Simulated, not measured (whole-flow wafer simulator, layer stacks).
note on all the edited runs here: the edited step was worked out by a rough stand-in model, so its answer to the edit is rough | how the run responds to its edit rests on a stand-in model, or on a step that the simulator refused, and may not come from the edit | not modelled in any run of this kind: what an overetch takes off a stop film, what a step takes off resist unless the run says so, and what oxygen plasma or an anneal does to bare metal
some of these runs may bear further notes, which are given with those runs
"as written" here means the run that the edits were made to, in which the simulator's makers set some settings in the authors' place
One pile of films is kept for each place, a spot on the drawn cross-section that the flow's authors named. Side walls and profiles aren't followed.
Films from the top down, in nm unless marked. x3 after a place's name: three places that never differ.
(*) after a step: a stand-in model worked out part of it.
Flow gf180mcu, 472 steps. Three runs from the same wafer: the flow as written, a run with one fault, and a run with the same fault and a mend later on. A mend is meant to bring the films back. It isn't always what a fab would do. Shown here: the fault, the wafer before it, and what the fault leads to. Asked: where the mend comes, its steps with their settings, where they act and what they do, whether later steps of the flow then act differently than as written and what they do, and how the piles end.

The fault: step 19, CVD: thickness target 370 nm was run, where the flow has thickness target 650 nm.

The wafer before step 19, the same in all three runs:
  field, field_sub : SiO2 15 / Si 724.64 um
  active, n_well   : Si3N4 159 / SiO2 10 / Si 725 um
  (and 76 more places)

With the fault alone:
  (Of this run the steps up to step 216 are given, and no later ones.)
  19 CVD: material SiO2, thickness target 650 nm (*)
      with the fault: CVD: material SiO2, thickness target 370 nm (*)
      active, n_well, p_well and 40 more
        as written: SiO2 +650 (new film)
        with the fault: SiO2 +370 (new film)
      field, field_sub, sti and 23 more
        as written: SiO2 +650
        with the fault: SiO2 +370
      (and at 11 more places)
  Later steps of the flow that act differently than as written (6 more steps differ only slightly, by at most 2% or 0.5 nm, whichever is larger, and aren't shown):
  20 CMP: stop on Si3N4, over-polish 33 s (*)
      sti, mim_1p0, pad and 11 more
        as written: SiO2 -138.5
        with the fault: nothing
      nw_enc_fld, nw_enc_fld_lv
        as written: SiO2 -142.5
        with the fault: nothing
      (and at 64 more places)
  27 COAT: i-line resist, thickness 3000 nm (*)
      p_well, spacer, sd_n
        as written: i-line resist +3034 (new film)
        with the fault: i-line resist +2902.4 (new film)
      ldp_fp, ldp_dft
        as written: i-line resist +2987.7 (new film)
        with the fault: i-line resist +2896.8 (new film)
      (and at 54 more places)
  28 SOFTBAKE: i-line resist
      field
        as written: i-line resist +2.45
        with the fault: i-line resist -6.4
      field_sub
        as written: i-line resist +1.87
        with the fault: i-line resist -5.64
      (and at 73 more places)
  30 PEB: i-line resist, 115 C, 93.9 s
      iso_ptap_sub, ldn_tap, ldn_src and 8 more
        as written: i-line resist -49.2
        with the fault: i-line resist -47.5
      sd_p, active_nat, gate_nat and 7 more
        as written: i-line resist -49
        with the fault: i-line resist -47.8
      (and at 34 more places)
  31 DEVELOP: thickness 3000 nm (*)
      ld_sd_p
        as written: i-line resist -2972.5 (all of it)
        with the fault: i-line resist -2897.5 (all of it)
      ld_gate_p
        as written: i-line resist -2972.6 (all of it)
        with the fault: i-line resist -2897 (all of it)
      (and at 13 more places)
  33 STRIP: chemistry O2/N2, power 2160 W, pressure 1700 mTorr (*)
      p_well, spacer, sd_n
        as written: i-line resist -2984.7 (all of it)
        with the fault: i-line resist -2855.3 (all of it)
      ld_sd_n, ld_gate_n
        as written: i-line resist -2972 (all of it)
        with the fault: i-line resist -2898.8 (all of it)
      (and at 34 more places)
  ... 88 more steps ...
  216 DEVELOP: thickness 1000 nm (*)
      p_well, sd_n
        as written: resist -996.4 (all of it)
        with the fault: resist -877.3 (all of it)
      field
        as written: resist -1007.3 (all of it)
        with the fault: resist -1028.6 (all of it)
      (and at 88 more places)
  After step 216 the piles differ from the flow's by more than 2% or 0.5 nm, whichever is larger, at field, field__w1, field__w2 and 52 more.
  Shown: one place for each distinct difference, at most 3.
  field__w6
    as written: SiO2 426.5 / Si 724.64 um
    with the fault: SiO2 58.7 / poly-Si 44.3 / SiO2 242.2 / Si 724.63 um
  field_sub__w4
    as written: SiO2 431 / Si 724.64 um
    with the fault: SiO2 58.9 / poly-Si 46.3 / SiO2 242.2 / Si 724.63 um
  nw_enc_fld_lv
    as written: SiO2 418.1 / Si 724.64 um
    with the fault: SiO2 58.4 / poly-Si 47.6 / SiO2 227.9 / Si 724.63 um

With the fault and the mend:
  The mend comes after step 19.
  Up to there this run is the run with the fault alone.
  19a CVD: material SiO2, thickness target 280 nm (*) (the flow's step 19 once more, with other settings)
      field, field_sub, active and 77 more
        SiO2 +280
  No later step of the flow acts differently than as written, at any place that is followed, by more than 2% or 0.5 nm, whichever is larger.
  At the end the piles are the same as the flow's at every place that both follow.
